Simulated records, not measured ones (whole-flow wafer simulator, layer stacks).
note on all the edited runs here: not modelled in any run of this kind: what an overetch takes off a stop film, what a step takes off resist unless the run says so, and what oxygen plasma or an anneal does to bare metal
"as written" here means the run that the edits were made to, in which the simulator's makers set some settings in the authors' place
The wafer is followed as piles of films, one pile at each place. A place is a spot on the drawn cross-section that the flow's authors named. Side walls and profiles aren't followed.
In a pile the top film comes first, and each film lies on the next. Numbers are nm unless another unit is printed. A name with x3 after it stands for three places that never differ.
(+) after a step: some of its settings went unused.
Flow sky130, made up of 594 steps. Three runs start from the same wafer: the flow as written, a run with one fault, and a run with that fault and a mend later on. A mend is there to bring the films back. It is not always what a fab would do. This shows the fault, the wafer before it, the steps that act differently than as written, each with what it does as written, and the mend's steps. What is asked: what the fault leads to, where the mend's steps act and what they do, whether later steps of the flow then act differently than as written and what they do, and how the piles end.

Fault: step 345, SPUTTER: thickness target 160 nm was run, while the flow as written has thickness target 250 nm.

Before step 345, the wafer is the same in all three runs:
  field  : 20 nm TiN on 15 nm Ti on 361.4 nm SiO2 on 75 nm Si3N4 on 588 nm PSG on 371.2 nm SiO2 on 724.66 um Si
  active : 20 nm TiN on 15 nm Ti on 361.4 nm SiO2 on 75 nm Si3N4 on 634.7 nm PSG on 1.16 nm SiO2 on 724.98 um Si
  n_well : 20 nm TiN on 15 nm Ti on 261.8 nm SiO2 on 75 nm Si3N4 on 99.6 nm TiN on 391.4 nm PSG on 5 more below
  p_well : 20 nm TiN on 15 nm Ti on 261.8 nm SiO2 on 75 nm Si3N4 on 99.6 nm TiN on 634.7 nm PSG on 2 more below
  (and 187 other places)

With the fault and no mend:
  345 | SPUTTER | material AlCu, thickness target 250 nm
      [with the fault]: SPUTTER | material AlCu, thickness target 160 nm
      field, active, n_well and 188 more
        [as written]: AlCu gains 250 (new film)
        [with the fault]: AlCu gains 160 (new film)
  Later steps of the flow acting differently than as written:
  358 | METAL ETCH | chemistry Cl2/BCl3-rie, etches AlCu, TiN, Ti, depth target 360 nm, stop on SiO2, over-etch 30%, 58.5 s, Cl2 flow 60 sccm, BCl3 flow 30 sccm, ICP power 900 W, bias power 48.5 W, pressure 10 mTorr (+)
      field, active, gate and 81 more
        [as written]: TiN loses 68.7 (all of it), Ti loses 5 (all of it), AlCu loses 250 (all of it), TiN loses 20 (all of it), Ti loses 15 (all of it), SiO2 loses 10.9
        [with the fault]: TiN loses 68.7 (all of it), Ti loses 5 (all of it), AlCu loses 160 (all of it), TiN loses 20 (all of it), Ti loses 15 (all of it), SiO2 loses 19.9
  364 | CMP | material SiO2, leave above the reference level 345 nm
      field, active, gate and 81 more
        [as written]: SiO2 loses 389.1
        [with the fault]: SiO2 loses 470.1
  The piles end different from the flow's at field, active, n_well and 190 more by more than 2% or 0.5 nm, whichever is larger.
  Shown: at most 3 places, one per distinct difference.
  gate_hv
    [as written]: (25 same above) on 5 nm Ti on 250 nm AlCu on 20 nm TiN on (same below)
    [with the fault]: (25 same above) on 5 nm Ti on 160 nm AlCu on 20 nm TiN on (same below)
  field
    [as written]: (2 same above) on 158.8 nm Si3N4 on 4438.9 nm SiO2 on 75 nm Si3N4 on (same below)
    [with the fault]: (2 same above) on 158.8 nm Si3N4 on 4348.9 nm SiO2 on 75 nm Si3N4 on (same below)
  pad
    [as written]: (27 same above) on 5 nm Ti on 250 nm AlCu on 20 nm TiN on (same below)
    [with the fault]: (27 same above) on 5 nm Ti on 160 nm AlCu on 20 nm TiN on (same below)

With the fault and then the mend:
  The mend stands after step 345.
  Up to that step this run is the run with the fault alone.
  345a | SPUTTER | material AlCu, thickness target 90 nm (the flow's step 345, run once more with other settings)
      field, active, n_well and 188 more
        AlCu gains 90
  Later steps of the flow that are run all act as written at every place that is followed.
  At every place that both follow, the piles at the end match the flow's.
